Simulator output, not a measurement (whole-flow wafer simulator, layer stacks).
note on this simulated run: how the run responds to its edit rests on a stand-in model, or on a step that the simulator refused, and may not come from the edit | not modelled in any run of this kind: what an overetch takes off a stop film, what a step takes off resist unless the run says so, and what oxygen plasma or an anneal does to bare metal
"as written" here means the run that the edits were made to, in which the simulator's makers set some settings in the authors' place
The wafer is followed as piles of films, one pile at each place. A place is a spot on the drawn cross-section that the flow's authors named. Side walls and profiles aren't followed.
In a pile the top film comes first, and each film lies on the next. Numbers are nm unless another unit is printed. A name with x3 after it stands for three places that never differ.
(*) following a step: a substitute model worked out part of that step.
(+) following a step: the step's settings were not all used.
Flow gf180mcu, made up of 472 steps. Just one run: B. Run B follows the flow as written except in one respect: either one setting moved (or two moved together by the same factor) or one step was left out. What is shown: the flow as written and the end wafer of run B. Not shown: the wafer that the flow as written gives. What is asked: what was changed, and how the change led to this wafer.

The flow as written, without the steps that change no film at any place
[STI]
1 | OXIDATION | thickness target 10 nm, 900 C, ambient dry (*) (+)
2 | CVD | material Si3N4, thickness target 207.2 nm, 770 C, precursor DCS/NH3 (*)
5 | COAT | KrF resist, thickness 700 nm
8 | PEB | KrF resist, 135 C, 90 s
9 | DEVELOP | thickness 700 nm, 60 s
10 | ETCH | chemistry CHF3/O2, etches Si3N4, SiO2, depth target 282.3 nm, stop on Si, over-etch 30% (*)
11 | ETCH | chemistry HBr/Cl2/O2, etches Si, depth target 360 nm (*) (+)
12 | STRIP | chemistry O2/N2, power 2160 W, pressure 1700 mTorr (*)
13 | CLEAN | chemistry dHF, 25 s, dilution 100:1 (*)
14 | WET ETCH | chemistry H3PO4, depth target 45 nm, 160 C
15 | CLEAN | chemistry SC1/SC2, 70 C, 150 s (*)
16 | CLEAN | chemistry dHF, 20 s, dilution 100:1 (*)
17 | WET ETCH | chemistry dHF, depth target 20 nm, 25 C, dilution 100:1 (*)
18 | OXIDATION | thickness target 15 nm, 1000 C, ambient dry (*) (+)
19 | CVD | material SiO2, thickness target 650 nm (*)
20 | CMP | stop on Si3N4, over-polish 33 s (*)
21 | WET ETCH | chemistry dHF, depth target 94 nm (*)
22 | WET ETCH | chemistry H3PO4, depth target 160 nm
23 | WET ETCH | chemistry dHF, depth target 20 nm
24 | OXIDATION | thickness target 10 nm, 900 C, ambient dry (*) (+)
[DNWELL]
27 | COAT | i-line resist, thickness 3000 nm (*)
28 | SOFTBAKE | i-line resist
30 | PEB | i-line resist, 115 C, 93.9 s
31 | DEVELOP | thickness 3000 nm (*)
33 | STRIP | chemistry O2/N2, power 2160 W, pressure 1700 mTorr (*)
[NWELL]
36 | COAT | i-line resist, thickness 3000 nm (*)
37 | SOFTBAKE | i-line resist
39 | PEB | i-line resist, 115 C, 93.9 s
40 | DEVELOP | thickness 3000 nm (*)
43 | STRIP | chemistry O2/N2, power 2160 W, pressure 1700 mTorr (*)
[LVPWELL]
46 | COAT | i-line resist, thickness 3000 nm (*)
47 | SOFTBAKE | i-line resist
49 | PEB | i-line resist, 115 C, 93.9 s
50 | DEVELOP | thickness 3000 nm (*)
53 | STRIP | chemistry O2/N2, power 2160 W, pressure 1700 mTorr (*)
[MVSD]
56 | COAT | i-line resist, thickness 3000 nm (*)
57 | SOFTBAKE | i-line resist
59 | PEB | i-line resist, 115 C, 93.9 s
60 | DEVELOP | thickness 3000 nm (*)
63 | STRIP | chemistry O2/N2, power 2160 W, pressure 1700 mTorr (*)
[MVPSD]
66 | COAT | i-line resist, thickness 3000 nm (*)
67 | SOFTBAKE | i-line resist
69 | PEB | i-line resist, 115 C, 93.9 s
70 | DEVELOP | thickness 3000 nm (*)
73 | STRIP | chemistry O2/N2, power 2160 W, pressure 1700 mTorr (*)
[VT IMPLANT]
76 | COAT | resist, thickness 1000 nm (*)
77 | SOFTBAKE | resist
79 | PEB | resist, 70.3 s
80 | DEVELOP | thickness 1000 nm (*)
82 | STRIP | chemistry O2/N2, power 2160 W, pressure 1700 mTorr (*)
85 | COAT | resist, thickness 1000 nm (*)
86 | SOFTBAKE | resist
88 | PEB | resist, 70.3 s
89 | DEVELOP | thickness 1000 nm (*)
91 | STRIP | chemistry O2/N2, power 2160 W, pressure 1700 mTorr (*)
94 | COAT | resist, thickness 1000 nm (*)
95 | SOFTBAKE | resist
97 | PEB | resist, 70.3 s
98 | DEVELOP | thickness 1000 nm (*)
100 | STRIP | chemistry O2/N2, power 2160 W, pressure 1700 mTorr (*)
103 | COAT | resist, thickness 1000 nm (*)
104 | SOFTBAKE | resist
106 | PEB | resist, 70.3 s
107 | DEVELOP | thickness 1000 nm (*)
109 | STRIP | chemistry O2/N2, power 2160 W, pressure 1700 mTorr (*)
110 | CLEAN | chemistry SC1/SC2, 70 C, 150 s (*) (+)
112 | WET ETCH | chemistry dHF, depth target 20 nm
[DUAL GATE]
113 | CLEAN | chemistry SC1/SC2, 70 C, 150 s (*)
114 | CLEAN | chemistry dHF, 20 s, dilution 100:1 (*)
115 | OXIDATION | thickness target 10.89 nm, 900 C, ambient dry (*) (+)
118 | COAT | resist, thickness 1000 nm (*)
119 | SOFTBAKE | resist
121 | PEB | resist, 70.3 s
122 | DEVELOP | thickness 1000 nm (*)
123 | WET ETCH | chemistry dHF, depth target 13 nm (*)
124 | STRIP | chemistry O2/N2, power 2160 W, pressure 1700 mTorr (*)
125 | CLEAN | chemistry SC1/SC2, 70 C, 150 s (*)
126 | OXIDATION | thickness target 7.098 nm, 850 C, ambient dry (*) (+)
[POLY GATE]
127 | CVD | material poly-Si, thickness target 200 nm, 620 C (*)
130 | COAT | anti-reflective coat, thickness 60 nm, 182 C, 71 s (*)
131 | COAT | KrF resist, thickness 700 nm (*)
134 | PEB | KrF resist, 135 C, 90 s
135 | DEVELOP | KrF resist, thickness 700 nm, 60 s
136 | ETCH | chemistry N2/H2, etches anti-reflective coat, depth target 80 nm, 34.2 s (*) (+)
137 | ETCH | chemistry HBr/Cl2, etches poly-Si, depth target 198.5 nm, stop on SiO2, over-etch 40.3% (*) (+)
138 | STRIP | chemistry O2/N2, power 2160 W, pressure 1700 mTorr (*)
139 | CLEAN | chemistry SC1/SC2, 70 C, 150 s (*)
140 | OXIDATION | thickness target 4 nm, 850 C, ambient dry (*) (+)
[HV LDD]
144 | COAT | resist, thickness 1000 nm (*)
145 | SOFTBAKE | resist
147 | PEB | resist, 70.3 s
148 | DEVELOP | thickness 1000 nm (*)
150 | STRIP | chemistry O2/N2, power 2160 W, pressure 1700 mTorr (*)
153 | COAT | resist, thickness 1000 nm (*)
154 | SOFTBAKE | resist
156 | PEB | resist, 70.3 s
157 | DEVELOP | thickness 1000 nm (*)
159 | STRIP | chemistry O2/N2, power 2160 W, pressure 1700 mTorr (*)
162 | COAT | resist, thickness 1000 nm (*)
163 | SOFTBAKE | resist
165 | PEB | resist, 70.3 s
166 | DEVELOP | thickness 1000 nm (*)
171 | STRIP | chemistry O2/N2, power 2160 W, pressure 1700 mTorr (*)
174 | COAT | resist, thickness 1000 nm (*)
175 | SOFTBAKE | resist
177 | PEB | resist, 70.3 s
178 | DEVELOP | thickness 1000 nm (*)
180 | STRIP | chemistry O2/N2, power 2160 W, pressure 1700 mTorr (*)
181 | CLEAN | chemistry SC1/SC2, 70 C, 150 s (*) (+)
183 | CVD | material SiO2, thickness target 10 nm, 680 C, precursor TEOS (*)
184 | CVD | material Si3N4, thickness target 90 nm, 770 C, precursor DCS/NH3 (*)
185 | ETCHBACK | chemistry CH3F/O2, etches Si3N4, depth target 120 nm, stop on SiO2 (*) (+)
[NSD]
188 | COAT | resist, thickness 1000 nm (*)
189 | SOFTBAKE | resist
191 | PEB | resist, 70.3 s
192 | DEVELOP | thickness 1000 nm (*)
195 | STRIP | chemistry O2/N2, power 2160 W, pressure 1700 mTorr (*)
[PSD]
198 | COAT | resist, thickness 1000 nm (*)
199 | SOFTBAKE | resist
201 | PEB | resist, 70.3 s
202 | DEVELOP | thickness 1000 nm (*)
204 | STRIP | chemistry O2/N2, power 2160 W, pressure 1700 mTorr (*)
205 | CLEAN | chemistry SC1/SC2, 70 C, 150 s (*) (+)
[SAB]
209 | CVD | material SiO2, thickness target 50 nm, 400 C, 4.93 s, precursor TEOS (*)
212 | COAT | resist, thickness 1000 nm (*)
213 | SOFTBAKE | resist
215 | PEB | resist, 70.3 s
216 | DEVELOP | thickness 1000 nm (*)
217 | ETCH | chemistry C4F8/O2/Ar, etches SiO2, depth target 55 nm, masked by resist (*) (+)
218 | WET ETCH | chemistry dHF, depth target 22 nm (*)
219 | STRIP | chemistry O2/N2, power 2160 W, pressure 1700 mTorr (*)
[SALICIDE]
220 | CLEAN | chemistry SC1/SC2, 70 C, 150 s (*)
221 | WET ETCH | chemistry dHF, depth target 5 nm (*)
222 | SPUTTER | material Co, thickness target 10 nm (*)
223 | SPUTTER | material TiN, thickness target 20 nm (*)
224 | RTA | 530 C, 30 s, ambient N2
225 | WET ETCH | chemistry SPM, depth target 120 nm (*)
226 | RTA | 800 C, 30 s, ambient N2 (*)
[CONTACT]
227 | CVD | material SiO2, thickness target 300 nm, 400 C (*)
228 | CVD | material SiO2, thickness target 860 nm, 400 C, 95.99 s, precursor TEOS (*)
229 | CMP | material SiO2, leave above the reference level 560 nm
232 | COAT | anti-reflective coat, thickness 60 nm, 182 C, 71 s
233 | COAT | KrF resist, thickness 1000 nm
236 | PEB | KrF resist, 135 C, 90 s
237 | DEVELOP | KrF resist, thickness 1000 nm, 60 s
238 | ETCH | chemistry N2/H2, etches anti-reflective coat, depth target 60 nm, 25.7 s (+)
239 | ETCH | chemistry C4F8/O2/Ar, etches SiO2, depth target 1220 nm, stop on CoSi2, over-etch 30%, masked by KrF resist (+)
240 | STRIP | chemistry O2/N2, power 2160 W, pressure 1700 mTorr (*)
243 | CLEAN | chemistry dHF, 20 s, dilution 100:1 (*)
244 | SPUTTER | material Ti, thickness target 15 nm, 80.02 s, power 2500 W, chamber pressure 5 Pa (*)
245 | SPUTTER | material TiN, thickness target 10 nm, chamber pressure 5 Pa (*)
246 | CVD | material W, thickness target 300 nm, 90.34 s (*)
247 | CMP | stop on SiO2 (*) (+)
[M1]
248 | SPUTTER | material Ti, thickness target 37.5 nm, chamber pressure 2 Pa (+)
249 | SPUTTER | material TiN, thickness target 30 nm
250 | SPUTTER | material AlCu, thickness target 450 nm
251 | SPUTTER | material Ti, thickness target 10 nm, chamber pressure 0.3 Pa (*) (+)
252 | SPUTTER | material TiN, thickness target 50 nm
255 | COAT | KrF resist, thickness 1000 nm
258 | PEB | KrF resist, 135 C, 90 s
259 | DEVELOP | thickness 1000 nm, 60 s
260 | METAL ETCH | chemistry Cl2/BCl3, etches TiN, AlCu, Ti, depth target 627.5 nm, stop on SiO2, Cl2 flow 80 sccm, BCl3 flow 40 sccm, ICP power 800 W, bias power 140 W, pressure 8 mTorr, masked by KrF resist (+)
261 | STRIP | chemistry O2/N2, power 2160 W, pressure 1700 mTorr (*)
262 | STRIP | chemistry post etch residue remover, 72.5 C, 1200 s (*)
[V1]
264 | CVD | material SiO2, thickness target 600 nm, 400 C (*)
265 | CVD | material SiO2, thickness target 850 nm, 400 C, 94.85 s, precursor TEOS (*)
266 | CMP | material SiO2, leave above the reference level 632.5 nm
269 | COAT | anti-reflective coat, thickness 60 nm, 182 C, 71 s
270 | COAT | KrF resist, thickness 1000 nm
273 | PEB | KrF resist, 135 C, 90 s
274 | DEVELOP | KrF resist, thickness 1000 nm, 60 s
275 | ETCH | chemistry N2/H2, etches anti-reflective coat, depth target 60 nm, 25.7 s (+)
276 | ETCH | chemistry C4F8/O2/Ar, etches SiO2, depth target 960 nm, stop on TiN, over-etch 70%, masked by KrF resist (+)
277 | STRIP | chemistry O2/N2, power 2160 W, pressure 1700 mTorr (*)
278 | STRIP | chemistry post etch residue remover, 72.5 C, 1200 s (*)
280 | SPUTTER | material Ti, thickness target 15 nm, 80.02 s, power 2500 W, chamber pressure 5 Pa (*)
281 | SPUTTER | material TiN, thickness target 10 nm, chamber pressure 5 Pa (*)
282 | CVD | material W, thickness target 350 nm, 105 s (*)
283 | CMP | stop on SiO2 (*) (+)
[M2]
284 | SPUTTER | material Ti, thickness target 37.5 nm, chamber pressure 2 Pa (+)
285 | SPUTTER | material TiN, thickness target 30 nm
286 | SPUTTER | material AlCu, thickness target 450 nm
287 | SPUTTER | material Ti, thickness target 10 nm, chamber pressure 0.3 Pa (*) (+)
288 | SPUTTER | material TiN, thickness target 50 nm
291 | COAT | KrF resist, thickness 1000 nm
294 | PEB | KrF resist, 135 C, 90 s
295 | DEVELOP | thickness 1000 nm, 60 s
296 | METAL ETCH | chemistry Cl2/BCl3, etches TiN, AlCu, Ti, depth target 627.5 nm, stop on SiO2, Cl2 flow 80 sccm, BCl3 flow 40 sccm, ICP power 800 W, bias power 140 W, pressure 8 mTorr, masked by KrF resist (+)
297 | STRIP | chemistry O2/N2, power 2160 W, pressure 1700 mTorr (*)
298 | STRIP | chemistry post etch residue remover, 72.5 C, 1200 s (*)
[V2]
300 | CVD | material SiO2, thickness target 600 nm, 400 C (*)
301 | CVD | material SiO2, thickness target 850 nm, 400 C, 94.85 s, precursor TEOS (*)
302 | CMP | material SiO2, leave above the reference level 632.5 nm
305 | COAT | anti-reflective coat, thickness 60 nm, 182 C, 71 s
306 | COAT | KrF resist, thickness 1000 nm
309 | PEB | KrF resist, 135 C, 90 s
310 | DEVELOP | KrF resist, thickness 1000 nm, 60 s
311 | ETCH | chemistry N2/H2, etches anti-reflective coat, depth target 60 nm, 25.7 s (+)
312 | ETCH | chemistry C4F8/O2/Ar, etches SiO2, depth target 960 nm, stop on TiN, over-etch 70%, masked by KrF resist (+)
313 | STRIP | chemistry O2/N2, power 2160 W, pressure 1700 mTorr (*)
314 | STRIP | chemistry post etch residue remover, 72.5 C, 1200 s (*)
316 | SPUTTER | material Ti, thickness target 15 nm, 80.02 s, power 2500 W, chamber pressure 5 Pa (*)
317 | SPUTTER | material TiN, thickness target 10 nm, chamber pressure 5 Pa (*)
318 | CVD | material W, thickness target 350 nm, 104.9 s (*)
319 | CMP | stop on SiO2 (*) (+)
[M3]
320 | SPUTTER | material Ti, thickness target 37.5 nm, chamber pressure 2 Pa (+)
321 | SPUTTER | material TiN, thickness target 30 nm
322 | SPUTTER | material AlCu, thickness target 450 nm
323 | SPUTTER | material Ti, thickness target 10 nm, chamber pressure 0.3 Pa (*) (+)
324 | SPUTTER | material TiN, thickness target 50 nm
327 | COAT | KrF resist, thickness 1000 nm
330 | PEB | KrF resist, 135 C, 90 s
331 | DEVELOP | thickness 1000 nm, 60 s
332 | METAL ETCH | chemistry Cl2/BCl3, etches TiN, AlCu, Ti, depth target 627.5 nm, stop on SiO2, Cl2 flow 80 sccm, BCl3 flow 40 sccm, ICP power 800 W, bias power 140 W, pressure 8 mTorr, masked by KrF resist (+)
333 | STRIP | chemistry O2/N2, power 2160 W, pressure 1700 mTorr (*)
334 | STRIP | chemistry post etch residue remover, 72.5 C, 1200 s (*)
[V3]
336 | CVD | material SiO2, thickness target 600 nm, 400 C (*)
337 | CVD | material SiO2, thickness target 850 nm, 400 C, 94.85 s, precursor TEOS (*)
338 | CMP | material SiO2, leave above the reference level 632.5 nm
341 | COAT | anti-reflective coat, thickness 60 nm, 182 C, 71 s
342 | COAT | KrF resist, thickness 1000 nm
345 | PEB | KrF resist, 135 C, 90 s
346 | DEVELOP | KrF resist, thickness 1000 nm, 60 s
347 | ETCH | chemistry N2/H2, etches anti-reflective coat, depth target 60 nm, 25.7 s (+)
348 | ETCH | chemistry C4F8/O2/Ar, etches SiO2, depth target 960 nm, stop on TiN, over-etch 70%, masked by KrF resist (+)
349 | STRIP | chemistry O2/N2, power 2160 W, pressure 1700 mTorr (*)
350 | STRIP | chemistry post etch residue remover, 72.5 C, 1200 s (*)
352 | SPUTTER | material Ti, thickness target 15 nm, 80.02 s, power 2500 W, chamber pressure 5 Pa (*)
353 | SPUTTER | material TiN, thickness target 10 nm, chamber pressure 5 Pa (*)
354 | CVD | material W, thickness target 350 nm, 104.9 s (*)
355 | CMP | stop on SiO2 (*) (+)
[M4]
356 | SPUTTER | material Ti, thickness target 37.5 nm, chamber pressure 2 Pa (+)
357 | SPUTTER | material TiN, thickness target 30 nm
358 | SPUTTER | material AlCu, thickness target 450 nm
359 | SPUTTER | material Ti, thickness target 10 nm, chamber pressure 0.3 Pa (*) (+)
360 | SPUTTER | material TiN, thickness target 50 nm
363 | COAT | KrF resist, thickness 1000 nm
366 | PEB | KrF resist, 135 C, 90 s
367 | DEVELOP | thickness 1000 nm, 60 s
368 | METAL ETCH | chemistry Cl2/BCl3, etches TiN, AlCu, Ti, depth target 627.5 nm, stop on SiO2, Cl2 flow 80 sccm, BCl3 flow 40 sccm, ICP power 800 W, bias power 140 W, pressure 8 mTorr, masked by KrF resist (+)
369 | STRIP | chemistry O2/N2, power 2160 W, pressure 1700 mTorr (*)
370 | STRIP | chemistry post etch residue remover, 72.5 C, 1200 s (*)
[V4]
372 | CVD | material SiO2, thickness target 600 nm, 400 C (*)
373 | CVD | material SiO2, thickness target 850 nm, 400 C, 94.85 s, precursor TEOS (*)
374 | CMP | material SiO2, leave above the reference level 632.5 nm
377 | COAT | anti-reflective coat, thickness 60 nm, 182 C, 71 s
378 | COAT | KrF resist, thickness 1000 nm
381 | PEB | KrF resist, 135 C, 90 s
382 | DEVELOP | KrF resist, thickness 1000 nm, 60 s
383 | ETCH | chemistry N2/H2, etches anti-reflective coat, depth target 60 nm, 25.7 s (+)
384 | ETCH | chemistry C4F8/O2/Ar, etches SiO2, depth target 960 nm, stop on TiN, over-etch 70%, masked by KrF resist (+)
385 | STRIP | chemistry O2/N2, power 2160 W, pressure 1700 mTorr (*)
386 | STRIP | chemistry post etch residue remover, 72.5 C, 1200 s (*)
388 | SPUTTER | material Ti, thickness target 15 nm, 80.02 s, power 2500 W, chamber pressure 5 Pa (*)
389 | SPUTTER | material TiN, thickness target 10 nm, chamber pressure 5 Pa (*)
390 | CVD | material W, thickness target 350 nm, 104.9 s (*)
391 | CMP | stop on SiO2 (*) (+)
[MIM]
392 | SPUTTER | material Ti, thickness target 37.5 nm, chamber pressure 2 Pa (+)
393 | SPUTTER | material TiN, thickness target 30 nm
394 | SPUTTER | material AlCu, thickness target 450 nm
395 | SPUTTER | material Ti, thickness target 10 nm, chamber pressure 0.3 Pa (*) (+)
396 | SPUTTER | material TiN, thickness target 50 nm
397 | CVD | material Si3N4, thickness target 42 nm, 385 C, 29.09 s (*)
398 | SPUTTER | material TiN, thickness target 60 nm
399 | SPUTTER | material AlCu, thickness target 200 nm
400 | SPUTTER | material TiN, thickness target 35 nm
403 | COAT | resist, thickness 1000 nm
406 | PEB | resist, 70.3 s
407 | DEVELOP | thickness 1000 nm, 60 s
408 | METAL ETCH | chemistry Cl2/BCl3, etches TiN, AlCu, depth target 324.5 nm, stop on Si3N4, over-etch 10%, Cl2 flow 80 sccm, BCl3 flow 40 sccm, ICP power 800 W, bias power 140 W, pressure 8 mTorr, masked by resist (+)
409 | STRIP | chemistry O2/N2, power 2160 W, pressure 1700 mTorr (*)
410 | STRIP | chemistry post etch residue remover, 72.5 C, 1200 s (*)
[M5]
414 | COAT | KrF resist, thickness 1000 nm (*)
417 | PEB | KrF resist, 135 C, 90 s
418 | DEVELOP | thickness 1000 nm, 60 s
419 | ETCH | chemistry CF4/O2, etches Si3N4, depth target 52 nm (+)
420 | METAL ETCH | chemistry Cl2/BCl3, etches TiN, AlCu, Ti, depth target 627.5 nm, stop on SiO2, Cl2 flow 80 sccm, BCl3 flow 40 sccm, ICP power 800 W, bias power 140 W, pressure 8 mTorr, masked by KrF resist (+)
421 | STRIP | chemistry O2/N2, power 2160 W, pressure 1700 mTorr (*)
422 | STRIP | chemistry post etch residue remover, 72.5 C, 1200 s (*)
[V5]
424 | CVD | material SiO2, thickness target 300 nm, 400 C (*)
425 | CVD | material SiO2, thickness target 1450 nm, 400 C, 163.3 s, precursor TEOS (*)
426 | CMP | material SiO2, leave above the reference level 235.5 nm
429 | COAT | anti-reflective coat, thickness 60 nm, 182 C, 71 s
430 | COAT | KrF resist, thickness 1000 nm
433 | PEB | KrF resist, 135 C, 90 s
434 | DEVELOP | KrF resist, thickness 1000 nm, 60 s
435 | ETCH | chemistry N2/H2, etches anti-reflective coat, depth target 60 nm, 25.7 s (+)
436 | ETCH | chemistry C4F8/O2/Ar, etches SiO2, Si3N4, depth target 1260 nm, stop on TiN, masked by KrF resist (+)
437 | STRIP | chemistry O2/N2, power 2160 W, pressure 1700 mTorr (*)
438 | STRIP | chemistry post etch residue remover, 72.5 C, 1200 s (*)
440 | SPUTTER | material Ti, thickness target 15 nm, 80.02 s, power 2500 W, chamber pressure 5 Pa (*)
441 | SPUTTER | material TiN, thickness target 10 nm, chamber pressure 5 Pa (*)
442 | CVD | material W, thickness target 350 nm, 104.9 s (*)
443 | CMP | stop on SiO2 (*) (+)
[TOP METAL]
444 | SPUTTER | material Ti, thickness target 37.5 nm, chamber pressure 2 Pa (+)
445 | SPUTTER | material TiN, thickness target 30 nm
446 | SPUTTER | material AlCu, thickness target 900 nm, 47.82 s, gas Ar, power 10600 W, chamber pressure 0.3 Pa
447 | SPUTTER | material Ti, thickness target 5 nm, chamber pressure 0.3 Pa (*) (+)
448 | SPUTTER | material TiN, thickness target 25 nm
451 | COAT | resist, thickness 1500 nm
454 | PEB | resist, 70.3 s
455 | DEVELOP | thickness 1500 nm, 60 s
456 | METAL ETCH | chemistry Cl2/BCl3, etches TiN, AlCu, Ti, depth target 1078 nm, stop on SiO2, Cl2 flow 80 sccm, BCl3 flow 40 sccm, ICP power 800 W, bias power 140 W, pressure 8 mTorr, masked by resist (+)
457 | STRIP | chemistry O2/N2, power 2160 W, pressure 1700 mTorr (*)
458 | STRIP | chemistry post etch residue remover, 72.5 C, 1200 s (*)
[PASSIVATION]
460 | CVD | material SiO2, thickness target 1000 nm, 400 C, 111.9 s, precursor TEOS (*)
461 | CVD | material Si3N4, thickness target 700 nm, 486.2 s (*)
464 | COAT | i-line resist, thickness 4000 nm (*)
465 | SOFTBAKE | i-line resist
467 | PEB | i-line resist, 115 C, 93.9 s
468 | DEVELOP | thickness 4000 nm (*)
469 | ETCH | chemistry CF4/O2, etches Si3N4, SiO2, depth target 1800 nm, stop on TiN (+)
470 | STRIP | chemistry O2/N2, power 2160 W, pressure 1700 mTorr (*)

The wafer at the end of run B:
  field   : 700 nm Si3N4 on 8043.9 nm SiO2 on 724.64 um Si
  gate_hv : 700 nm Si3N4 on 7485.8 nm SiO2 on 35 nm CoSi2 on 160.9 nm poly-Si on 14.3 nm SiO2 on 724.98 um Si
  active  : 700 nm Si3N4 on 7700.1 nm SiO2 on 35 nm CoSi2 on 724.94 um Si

Cause: step 374, CMP: leave above the reference level 449.1 nm was run, whereas the flow has leave above the reference level 632.5 nm.

How this came from the change, step by step:
  374 | CMP | material SiO2, leave above the reference level 632.5 nm
      field, field__w1, field__w2 and 103 more: -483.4 SiO2 (as written it would have been: -300 SiO2)
      field__w8, contact, m1, m1__w1, m1_nw: -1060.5 SiO2 (as written it would have been: -877.1 SiO2)
  384 | ETCH | chemistry C4F8/O2/Ar, etches SiO2, depth target 960 nm, stop on TiN, over-etch 70%, masked by KrF resist (+)
      field, field__w1, field__w2 and 107 more: -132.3 KrF resist (as written it would have been: -192 KrF resist)
      contact: -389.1 SiO2 (all of it) (as written it would have been: -572.5 SiO2 (all of it))
  385 | STRIP | chemistry O2/N2, power 2160 W, pressure 1700 mTorr (*)
      field, field__w1, field__w2 and 107 more: -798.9 KrF resist (all of it), -60 anti-reflective coat (all of it) (as written it would have been: -739.2 KrF resist (all of it), -60 anti-reflective coat (all of it))
  388 | SPUTTER | material Ti, thickness target 15 nm, 80.02 s, power 2500 W, chamber pressure 5 Pa (*)
      contact: +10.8 Ti (new film) (as written it would have been: +9.65 Ti (new film))
  389 | SPUTTER | material TiN, thickness target 10 nm, chamber pressure 5 Pa (*)
      contact: +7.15 TiN (new film) (as written it would have been: +6.4 TiN (new film))
  390 | CVD | material W, thickness target 350 nm, 104.9 s (*)
      contact: +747 W (new film) (as written it would have been: +932.3 W (new film))
